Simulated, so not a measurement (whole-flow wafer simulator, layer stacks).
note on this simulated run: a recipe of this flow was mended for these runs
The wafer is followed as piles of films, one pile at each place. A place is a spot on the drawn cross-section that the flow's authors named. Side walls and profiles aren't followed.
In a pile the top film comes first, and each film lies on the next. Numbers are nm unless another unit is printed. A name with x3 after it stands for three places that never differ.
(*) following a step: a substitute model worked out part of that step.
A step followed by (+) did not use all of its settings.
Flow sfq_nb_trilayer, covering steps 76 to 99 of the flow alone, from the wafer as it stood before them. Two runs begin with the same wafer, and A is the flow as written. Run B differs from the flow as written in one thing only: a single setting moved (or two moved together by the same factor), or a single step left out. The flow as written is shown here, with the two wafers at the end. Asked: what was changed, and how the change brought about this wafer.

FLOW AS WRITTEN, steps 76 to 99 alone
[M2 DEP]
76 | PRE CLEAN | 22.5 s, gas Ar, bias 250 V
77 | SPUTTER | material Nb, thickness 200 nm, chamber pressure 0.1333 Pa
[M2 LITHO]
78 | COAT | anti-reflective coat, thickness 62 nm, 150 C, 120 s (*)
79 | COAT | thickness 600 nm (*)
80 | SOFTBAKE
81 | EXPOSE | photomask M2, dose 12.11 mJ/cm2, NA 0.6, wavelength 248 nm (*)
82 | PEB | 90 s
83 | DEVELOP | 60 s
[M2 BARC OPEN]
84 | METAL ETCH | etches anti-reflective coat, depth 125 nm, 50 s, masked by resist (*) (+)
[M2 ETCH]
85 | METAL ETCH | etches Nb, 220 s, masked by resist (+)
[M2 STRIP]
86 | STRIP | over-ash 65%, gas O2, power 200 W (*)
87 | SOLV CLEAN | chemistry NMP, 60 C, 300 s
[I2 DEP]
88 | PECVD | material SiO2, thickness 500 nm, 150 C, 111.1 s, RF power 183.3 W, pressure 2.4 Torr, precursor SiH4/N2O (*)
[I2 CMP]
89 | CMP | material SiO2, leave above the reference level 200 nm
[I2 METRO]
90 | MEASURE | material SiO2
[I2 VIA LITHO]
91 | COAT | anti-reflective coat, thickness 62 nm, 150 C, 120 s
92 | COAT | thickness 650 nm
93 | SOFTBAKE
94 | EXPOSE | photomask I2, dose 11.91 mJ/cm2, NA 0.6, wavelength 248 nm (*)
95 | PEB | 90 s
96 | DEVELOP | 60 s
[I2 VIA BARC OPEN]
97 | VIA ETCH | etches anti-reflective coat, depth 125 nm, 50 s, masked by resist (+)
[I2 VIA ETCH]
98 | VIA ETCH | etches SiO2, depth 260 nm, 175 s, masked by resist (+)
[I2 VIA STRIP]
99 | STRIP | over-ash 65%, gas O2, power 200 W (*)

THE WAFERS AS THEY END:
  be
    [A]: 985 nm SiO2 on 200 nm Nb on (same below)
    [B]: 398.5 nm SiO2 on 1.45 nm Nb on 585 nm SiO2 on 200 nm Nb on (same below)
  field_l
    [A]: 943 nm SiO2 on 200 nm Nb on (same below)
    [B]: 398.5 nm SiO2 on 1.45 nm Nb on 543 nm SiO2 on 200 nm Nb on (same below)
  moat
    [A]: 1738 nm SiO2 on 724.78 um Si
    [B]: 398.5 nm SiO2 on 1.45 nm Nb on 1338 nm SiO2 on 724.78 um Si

What caused this: step 85, METAL ETCH: 182 s was run, whereas the flow has 220 s.

Step by step, how the change led to this:
  85 | METAL ETCH | etches Nb, 220 s, masked by resist (+)
      field_l, be, be_sur and 81 more: A -200 Nb (all of it), -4 SiO2 | B -198.5 Nb
      v_sur, via_wl, via_w, via_wr, via_sp, via_v, wire, wl_j_sl x15: A -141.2 KrF-resist-other-grade | B -116.8 KrF-resist-other-grade
  86 | STRIP | over-ash 65%, gas O2, power 200 W (*)
      wl_j_sl x15: A -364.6 KrF-resist-other-grade (all of it), -62 anti-reflective coat (all of it) | B -389 KrF-resist-other-grade (all of it), -62 anti-reflective coat (all of it)
      v_sur: A -360.6 KrF-resist-other-grade (all of it), -64.8 anti-reflective coat (all of it) | B -385 KrF-resist-other-grade (all of it), -64.8 anti-reflective coat (all of it)
      (and at 6 other places as well)
  88 | PECVD | material SiO2, thickness 500 nm, 150 C, 111.1 s, RF power 183.3 W, pressure 2.4 Torr, precursor SiH4/N2O (*)
      field_l, be, be_sur and 81 more: A +500 SiO2 | B +500 SiO2 (new film)
  89 | CMP | material SiO2, leave above the reference level 200 nm
      field_l, be, be_sur and 81 more: A -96 SiO2 | B -101.5 SiO2
With metal films that touch counted as one body, be has 2 bodies (between them, from the top down: SiO2 585); the flow as written gives 1 body.
With metal films that touch counted as one body, field_l has 3 bodies (between them, from the top down: SiO2 543; SiO2 55); the flow as written gives 2 bodies (between them, from the top down: SiO2 55).
With metal films that touch counted as one body, moat has 1 body; the flow as written gives 0 bodies.
